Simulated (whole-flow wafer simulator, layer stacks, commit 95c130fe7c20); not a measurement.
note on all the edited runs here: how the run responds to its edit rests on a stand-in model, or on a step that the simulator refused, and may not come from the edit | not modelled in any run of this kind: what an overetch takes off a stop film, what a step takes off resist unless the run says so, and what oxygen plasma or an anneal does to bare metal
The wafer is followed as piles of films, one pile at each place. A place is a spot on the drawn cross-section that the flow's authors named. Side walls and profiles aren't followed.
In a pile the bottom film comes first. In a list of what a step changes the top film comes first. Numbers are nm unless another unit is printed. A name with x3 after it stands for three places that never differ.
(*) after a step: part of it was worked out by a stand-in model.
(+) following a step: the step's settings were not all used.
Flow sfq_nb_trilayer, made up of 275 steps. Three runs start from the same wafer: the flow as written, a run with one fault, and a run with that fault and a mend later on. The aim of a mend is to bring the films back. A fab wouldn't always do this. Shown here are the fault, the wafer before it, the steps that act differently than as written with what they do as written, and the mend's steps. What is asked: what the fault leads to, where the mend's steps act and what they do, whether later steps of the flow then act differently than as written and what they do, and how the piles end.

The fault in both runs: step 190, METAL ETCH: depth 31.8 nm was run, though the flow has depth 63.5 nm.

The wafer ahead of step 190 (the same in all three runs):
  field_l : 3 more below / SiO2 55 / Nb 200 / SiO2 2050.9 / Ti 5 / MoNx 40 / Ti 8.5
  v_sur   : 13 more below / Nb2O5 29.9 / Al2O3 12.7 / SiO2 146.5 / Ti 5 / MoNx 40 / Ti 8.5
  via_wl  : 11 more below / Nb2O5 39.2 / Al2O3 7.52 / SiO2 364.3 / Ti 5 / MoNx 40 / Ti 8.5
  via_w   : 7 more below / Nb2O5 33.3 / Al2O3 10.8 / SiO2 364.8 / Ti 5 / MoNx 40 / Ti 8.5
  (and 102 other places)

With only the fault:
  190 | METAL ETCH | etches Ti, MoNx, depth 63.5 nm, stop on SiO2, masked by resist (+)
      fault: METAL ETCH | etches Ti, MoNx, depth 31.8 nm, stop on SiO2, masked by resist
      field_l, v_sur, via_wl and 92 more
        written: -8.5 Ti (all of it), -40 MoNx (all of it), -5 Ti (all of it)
        fault: -8.5 Ti (all of it), -23.3 MoNx
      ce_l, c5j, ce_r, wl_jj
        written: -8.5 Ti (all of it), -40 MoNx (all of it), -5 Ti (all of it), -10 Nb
        fault: -8.5 Ti (all of it), -23.3 MoNx
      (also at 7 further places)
  Steps later in the flow that act otherwise than as written (9 other steps are not shown; they differ only slightly, by no more than 2% or 0.5 nm, whichever is larger):
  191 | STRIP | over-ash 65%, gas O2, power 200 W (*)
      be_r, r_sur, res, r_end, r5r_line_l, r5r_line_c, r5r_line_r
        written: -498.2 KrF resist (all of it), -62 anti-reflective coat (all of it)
        fault: -510.8 KrF resist (all of it), -62 anti-reflective coat (all of it)
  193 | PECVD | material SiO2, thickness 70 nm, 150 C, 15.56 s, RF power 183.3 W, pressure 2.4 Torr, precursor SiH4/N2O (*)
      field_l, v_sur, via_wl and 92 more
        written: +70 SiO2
        fault: +70 SiO2 (new film)
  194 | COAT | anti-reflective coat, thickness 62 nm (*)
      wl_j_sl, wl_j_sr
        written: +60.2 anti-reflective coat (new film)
        fault: +62 anti-reflective coat (new film)
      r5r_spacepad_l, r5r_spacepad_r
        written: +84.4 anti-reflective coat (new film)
        fault: +75.1 anti-reflective coat (new film)
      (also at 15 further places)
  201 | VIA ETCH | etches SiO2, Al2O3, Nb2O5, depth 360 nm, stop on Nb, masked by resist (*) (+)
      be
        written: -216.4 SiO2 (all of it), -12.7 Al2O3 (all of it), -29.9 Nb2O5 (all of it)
        fault: -69.8 SiO2 (all of it), -16.7 MoNx (all of it), -5 Ti (all of it), -146.5 SiO2 (all of it), -12.7 Al2O3 (all of it), -29.9 Nb2O5 (all of it)
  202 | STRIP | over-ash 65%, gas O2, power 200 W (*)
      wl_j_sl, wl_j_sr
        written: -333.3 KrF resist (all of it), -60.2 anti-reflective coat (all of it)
        fault: -333.2 KrF resist (all of it), -62 anti-reflective coat (all of it)
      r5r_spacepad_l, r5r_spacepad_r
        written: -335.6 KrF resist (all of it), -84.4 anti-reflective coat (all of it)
        fault: -334.7 KrF resist (all of it), -75.1 anti-reflective coat (all of it)
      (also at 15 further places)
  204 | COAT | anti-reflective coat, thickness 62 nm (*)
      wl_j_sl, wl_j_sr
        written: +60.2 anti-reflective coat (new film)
        fault: +62 anti-reflective coat (new film)
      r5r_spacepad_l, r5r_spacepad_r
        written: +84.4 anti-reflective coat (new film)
        fault: +75.1 anti-reflective coat (new film)
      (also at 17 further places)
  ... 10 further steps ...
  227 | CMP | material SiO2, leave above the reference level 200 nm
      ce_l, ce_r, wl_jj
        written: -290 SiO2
        fault: -300 SiO2
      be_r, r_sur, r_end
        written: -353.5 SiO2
        fault: -331.8 SiO2
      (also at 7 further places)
  The piles end different from the flow's at field_l, v_sur, via_wl and 103 more by more than 2% or 0.5 nm, whichever is larger.
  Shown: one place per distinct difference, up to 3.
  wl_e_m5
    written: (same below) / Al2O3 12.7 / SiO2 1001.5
    fault: (same below) / Al2O3 12.7 / SiO2 146.5 / Ti 5 / MoNx 16.7 / SiO2 855
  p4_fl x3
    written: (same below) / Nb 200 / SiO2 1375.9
    fault: (same below) / Nb 200 / SiO2 520.9 / Ti 5 / MoNx 16.7 / SiO2 855
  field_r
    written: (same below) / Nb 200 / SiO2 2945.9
    fault: (same below) / Nb 200 / SiO2 2090.9 / Ti 5 / MoNx 16.7 / SiO2 855

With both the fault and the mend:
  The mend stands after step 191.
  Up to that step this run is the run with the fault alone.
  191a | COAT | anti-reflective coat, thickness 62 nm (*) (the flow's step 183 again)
      p4_fl x3, p4_w1 x9, p4_g1 x2 and 57 more
        +62 anti-reflective coat (new film)
      via_wr, via_sp, via_v and 7 more
        +62.2 anti-reflective coat (new film)
      field_l, v_sur, via_wl, via_w
        +62.1 anti-reflective coat (new film)
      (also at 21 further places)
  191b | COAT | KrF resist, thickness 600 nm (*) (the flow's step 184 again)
      p4_fl x3, p4_w1 x9, p4_g1 x2 and 57 more
        +600 KrF resist (new film)
      v_sur, via_wl, via_w, via_wr
        +600.4 KrF resist (new film)
      via_sp, via_v, l0_sur, l0v
        +600.5 KrF resist (new film)
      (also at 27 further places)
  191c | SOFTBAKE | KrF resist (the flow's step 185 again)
      alters no film at any place that is followed
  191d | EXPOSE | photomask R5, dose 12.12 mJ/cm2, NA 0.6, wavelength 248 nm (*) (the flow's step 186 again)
      alters no film at any place that is followed
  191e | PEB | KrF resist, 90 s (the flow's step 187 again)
      field_l, v_sur, via_wl and 80 more
        -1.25 KrF resist
      be, be_sur, gap and 11 more
        -1.26 KrF resist
      be_r, r_sur, r_end
        -1.23 KrF resist
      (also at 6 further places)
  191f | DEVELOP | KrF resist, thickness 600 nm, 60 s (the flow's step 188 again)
      p4_fl x3, p4_w1 x9, p4_g1 x2 and 57 more
        -598.7 KrF resist (all of it)
      be_r, r_sur, res, r_end, r5r_line_l, r5r_line_c, r5r_line_r
        -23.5 KrF resist
      field_l, v_sur, via_wl, via_w
        -599.1 KrF resist (all of it)
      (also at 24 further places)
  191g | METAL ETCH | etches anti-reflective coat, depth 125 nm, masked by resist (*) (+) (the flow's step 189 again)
      p4_fl x3, p4_w1 x9, p4_g1 x2 and 57 more
        -62 anti-reflective coat (all of it)
      via_wr, via_sp, via_v and 7 more
        -62.2 anti-reflective coat (all of it)
      be_r, r_sur, res, r_end, r5r_line_l, r5r_line_c, r5r_line_r
        -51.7 KrF resist
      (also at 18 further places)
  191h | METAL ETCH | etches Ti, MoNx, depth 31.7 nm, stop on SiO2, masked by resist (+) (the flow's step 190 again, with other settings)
      field_l, v_sur, via_wl and 92 more
        -16.7 MoNx (all of it), -5 Ti (all of it)
      be_r, r_sur, res, r_end, r5r_line_l, r5r_line_c, r5r_line_r
        -12.7 KrF resist
      ce_l, c5j, ce_r, wl_jj
        -16.7 MoNx (all of it), -5 Ti (all of it), -10 Nb
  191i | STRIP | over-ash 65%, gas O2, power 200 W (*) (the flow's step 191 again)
      r5r_line_l, r5r_line_c, r5r_line_r
        -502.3 KrF resist (all of it), -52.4 anti-reflective coat (all of it)
      be_r
        -497.9 KrF resist (all of it), -56.5 anti-reflective coat (all of it)
      r_sur
        -497.7 KrF resist (all of it), -59.2 anti-reflective coat (all of it)
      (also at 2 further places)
  None of the later steps of the flow acts differently than as written at any place that is followed.
  The piles end the same as the flow's at every place that both follow.
